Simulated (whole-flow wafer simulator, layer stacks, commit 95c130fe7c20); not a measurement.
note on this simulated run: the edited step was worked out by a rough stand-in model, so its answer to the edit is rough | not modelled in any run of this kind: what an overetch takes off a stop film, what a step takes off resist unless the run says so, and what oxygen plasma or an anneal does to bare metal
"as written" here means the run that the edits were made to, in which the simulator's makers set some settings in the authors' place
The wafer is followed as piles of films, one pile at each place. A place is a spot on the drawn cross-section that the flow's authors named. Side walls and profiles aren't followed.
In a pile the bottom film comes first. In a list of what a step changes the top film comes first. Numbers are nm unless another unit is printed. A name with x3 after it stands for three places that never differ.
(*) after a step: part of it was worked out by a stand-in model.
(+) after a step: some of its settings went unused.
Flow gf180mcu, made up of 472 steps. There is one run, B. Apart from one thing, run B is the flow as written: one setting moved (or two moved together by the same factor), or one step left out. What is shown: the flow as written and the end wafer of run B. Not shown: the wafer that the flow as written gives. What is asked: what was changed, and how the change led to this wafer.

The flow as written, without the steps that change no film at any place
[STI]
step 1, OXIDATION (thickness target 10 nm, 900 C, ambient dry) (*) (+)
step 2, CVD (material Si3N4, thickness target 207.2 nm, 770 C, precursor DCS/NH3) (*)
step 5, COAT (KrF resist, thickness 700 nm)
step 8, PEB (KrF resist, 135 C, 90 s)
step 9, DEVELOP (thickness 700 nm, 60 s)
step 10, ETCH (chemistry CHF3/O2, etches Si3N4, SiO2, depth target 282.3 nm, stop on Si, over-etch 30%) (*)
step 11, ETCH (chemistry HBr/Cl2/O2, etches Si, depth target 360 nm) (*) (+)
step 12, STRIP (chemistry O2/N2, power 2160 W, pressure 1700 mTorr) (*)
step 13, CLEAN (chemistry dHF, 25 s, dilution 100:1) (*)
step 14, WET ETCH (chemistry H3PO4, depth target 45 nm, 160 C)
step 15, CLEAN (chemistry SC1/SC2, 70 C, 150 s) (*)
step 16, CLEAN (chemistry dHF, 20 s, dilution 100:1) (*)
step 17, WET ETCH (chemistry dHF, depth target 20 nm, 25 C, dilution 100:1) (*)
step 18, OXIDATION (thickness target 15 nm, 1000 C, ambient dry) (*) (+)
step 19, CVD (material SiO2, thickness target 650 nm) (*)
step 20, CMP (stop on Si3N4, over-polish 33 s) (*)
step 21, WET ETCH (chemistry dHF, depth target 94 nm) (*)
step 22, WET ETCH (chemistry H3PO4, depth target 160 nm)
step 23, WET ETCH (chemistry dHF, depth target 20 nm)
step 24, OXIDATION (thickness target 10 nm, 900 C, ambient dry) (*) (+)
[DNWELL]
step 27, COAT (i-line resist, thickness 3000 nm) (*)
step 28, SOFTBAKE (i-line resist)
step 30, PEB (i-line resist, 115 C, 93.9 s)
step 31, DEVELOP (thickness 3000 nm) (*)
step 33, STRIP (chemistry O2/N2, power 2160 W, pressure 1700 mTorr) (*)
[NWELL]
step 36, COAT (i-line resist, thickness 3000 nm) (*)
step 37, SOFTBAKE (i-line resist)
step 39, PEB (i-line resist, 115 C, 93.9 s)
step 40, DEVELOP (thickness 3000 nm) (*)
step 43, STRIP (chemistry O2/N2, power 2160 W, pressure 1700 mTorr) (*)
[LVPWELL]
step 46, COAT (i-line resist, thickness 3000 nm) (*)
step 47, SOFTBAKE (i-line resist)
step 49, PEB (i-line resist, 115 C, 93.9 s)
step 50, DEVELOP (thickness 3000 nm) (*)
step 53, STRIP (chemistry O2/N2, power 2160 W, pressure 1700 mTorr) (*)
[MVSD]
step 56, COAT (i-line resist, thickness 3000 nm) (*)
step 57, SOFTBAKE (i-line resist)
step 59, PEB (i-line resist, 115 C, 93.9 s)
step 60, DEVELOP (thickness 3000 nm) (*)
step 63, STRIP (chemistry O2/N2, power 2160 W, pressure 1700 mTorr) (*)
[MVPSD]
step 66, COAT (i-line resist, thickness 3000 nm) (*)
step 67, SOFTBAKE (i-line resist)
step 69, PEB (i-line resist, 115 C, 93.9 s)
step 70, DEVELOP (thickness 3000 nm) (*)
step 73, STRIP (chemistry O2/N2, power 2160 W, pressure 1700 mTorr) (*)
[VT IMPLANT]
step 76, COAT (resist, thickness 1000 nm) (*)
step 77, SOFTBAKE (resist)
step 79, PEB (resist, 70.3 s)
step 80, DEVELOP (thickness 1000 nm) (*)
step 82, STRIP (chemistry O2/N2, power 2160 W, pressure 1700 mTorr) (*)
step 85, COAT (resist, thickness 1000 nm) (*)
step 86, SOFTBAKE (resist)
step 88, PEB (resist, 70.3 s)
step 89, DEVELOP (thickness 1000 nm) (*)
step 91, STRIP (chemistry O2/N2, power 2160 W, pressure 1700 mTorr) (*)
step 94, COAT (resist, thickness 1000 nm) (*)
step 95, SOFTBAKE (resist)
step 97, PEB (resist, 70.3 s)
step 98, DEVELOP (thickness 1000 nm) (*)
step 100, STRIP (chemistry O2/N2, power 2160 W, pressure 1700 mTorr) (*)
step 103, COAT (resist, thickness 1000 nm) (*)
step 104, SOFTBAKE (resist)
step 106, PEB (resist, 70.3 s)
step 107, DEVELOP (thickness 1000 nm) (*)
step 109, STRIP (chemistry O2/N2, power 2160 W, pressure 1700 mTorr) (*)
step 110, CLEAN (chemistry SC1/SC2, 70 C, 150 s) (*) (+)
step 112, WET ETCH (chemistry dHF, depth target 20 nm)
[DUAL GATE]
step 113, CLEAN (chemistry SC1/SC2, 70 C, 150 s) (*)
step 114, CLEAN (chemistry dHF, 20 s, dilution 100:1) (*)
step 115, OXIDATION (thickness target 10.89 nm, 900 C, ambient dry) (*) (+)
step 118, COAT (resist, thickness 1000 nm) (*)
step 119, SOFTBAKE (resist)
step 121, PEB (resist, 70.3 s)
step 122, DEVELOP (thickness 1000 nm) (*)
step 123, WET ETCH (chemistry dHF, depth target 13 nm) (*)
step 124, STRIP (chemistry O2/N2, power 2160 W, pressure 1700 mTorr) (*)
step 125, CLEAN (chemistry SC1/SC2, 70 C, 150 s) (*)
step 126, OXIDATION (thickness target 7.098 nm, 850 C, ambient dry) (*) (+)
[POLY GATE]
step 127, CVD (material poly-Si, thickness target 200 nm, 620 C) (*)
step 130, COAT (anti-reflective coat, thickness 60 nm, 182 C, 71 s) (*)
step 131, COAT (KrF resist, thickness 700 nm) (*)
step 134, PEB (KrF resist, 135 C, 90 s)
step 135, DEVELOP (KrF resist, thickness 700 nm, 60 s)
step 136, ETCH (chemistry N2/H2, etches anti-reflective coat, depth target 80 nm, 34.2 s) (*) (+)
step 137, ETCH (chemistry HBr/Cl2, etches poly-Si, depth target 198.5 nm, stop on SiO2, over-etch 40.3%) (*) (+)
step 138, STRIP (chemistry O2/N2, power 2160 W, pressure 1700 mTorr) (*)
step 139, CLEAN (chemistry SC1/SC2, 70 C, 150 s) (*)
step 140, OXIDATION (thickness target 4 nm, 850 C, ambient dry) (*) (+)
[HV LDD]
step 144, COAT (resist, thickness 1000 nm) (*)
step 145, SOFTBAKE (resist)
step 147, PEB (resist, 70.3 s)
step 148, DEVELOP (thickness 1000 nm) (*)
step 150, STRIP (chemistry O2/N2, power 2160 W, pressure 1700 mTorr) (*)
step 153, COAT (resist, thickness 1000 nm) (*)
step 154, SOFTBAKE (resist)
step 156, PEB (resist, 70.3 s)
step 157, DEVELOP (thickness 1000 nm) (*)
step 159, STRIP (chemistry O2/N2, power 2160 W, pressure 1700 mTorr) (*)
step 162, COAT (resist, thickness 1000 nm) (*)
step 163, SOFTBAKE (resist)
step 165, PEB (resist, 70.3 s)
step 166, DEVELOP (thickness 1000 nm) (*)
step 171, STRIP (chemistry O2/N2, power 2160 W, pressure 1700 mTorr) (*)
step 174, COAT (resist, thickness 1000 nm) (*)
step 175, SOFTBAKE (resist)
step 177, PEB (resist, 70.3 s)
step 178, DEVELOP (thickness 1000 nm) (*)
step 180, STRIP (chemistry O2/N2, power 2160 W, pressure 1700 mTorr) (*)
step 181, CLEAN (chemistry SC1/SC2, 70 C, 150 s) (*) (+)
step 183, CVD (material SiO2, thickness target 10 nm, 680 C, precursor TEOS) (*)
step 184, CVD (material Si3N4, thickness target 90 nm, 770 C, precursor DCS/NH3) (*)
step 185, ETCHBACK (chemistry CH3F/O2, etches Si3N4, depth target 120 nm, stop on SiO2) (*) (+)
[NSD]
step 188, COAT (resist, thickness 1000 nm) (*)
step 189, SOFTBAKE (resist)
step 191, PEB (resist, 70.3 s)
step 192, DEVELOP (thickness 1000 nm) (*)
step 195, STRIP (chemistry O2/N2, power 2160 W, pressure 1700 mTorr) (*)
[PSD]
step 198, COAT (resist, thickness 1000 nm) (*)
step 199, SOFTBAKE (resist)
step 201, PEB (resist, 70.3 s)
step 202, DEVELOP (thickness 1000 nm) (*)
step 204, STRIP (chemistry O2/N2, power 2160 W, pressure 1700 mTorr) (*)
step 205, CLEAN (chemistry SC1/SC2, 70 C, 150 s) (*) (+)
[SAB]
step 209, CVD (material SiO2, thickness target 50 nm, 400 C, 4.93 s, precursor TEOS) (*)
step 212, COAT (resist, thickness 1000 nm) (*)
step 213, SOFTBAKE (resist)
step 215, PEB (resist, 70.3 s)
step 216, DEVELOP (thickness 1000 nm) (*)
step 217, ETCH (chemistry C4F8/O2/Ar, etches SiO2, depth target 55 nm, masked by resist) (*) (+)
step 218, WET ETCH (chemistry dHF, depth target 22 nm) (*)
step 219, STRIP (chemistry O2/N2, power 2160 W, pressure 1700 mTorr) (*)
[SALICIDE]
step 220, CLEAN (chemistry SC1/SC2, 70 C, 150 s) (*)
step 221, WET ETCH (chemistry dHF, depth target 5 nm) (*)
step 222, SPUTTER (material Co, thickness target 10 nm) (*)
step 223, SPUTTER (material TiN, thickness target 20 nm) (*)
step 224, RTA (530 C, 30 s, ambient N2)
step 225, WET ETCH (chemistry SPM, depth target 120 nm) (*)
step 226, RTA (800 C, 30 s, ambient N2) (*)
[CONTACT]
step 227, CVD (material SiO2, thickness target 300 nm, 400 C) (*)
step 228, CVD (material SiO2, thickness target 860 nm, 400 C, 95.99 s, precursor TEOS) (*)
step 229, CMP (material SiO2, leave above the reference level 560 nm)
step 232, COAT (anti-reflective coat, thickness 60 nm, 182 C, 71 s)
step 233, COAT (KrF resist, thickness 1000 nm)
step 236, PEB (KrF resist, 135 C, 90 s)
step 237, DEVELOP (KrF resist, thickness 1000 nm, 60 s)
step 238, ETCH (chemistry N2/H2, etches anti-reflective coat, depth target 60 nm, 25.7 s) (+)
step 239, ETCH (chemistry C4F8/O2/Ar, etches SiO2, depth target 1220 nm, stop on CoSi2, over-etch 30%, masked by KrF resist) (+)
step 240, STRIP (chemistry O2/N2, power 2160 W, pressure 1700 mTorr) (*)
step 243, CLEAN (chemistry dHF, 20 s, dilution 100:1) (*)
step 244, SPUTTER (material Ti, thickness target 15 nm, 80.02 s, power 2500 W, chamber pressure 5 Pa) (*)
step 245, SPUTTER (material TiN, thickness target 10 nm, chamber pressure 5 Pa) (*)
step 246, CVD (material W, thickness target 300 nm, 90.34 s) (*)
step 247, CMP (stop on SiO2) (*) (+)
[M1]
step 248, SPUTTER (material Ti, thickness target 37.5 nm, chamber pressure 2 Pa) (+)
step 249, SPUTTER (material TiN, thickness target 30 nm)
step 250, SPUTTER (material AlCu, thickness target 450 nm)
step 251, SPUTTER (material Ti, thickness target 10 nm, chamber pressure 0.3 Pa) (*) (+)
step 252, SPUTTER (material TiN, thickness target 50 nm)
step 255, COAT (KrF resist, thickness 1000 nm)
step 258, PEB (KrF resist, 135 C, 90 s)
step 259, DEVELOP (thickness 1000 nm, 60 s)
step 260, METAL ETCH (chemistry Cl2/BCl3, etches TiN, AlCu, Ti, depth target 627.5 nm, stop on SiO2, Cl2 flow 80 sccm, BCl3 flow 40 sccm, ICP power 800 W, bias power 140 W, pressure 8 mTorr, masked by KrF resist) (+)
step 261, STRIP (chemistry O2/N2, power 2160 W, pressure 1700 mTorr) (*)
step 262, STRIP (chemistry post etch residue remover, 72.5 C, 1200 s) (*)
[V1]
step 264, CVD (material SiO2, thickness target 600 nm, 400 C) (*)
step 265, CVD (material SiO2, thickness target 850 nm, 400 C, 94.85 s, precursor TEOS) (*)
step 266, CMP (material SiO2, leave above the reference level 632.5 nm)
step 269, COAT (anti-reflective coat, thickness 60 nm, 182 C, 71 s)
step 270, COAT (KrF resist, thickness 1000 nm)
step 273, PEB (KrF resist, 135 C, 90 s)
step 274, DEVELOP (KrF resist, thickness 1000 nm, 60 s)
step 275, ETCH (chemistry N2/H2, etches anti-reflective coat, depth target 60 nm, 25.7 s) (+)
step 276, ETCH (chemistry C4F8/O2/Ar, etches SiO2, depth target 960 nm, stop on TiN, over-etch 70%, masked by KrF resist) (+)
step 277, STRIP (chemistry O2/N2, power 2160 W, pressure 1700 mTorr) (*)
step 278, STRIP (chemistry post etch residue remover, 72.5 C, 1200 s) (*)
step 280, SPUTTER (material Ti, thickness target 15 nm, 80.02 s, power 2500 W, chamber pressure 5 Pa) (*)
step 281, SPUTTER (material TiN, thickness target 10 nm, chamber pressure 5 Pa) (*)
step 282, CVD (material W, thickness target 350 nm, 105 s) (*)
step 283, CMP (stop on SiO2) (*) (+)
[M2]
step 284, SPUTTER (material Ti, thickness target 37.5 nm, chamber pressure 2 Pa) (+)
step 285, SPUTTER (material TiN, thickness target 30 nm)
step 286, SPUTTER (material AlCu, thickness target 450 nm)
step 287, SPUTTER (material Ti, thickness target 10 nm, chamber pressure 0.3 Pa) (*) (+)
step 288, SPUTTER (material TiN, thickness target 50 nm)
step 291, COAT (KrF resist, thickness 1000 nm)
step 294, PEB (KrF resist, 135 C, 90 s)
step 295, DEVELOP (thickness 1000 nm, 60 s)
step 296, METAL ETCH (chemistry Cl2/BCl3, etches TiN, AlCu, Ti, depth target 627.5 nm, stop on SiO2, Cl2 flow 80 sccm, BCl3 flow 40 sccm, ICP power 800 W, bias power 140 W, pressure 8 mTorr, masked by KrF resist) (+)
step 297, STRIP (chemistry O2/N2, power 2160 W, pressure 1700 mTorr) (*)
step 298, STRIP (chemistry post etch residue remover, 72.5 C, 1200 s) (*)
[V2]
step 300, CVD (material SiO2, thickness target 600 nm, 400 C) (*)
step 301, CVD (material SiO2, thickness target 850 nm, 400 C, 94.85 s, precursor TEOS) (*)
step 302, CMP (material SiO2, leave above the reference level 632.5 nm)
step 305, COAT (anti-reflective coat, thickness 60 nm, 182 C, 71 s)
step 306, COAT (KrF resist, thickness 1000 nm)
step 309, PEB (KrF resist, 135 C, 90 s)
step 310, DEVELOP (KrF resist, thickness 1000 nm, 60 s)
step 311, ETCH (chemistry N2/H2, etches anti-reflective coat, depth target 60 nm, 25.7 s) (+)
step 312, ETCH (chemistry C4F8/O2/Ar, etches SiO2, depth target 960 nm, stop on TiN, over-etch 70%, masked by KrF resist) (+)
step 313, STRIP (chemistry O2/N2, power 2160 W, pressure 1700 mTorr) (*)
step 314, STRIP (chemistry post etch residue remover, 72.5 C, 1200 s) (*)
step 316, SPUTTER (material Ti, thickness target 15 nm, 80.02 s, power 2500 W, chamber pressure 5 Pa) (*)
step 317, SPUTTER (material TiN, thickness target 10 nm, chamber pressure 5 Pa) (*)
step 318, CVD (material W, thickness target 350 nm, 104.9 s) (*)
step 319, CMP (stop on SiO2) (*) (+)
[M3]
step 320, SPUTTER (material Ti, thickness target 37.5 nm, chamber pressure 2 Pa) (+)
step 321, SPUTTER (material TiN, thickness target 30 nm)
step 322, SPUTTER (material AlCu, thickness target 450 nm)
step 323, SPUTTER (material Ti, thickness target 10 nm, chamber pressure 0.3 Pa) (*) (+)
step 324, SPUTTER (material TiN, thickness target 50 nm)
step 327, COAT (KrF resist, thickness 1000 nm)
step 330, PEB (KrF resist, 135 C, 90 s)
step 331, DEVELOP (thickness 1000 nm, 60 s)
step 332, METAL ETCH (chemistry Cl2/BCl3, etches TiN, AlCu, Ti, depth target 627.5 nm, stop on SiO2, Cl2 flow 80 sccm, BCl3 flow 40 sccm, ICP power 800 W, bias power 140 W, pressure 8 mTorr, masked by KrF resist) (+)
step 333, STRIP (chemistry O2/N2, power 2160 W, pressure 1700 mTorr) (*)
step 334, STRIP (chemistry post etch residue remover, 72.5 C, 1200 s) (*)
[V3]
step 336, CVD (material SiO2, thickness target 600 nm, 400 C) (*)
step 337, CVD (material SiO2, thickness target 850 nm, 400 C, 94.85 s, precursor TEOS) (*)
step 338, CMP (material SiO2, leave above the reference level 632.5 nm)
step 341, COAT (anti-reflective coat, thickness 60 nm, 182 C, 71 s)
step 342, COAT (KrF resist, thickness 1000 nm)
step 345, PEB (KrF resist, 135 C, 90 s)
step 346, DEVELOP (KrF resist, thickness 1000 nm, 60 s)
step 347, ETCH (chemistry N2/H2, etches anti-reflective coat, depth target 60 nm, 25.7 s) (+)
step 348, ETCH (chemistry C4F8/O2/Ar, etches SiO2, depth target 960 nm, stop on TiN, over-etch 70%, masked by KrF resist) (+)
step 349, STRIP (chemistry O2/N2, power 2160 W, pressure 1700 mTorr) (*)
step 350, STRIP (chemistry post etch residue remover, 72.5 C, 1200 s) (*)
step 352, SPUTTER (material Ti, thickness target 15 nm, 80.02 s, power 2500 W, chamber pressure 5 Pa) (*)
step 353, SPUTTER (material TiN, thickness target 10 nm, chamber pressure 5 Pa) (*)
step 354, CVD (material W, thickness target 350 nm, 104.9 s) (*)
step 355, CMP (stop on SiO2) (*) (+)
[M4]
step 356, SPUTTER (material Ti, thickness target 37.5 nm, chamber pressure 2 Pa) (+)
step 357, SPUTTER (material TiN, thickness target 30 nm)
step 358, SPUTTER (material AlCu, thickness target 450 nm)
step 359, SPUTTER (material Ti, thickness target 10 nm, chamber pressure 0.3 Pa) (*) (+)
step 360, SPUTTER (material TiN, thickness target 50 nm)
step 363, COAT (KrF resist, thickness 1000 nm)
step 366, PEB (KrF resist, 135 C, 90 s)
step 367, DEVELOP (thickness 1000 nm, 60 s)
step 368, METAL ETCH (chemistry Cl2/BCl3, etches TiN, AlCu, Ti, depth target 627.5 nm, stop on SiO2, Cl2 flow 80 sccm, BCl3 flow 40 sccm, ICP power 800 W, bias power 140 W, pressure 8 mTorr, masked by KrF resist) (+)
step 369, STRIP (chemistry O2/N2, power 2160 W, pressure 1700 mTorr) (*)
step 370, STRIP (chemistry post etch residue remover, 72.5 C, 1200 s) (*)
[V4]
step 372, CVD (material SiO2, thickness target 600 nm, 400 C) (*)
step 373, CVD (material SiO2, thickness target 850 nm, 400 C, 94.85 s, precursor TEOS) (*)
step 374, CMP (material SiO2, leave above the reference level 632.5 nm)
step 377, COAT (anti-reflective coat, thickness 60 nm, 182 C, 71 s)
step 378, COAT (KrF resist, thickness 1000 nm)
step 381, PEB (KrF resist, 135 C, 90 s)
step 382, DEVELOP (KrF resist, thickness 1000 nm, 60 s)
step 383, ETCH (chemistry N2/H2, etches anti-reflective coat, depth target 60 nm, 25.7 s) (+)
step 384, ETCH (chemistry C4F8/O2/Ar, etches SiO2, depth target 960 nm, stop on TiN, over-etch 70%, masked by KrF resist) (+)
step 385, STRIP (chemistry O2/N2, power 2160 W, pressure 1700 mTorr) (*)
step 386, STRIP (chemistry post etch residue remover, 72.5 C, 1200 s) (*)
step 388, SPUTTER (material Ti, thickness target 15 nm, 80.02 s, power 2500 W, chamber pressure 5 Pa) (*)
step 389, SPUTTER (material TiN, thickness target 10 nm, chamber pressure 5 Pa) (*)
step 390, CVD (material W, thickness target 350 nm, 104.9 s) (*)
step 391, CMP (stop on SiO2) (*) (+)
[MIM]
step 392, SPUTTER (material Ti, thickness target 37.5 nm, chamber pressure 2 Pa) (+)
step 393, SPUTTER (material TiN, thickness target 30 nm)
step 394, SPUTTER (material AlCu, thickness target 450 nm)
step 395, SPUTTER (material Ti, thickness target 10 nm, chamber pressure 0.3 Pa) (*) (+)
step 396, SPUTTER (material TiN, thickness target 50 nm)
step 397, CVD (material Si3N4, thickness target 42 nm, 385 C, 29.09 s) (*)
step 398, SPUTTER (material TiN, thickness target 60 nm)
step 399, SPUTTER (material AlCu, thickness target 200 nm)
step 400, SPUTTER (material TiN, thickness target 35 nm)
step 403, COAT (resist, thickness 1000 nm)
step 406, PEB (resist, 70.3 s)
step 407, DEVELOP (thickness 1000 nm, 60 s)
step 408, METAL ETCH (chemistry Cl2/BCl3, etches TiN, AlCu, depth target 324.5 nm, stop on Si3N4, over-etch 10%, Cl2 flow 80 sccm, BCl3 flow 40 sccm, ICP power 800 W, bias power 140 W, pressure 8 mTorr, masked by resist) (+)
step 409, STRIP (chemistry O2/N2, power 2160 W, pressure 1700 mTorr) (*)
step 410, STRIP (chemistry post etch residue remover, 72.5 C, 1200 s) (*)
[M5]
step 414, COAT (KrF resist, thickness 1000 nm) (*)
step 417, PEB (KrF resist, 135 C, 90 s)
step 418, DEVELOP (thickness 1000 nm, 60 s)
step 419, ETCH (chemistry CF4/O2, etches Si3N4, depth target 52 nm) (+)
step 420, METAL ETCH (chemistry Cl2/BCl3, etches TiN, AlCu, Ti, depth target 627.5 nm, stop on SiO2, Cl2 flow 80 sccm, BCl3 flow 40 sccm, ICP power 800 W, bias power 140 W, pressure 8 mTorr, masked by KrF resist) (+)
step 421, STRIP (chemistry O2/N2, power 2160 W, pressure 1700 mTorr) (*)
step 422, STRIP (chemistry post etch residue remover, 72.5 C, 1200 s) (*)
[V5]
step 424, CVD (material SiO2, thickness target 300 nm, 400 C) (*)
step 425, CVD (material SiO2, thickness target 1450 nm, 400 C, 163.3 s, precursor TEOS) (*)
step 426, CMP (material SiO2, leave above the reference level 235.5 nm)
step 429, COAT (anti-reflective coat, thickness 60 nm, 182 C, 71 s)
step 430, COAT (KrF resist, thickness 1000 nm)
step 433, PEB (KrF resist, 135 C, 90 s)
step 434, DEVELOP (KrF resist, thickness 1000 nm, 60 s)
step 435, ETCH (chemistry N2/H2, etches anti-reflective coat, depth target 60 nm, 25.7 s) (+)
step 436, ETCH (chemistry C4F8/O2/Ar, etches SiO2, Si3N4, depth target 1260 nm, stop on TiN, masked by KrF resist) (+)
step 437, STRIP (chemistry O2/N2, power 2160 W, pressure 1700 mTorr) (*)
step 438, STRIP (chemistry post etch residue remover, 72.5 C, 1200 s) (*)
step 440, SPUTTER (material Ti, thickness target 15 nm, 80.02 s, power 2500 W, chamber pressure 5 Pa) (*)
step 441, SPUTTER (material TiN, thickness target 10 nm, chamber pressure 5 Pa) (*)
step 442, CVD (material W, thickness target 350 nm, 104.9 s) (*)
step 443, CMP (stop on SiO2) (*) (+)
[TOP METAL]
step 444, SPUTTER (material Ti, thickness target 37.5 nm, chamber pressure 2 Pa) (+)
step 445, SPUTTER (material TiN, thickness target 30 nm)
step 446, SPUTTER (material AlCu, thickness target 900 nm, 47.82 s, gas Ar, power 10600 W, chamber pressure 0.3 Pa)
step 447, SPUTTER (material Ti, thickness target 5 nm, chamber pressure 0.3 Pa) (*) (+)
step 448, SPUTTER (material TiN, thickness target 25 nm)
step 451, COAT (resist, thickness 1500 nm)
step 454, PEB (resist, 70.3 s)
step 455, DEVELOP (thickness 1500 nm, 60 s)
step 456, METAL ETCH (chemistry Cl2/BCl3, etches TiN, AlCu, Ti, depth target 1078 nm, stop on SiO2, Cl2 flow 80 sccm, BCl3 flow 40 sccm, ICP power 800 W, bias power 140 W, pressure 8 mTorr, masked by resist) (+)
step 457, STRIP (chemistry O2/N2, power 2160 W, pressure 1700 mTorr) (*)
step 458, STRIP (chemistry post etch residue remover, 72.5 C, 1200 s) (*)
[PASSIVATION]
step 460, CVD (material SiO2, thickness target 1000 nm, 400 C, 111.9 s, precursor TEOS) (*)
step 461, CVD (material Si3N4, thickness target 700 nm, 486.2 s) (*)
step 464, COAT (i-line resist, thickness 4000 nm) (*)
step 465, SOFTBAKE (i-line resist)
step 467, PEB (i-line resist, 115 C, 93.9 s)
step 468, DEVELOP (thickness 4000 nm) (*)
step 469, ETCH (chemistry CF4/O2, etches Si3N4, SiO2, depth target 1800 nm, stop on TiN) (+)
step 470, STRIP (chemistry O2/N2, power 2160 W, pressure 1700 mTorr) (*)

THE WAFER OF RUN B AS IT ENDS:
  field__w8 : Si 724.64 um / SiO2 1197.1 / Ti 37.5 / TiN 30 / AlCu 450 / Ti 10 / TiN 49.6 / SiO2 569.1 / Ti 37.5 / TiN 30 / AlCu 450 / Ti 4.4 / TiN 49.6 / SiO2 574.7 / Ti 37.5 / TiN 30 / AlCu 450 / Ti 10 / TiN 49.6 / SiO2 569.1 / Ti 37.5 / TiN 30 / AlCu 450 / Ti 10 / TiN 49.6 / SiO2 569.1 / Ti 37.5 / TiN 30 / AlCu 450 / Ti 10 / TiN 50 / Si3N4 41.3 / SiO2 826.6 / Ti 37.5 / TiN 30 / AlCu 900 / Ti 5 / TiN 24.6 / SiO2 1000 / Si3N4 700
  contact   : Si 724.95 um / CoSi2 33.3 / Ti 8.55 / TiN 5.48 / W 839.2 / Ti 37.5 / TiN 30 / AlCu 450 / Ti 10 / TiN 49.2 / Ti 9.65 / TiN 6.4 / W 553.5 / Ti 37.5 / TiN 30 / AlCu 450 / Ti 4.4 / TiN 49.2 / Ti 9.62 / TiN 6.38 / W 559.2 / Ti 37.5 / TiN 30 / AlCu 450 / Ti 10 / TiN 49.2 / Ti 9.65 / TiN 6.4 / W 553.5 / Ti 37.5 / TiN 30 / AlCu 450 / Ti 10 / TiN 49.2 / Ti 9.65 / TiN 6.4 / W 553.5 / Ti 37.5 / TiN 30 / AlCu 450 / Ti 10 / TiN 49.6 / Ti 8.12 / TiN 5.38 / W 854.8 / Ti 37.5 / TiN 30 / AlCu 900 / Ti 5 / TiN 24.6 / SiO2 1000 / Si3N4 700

Cause: step 287, SPUTTER: thickness target 4.4 nm was run, though the flow has thickness target 10 nm.
The wafer itself shows it: field__w8 has Ti 4.4, and step 287 as written asks for 10 nm.

How this came from the change, step by step:
  step 287, SPUTTER (material Ti, thickness target 10 nm, chamber pressure 0.3 Pa) (*) (+)
      field, field__w1, field__w2 and 108 more: Ti gains 4.4 (new film) (it would be, as written: Ti gains 10 (new film))
  step 296, METAL ETCH (chemistry Cl2/BCl3, etches TiN, AlCu, Ti, depth target 627.5 nm, stop on SiO2, Cl2 flow 80 sccm, BCl3 flow 40 sccm, ICP power 800 W, bias power 140 W, pressure 8 mTorr, masked by KrF resist) (+)
      field, field__w1, field__w2 and 103 more: TiN loses 50 (all of it), Ti loses 4.4 (all of it), AlCu loses 450 (all of it), TiN loses 30 (all of it), Ti loses 37.5 (all of it) (it would be, as written: TiN loses 50 (all of it), Ti loses 10 (all of it), AlCu loses 450 (all of it), TiN loses 30 (all of it), Ti loses 37.5 (all of it))
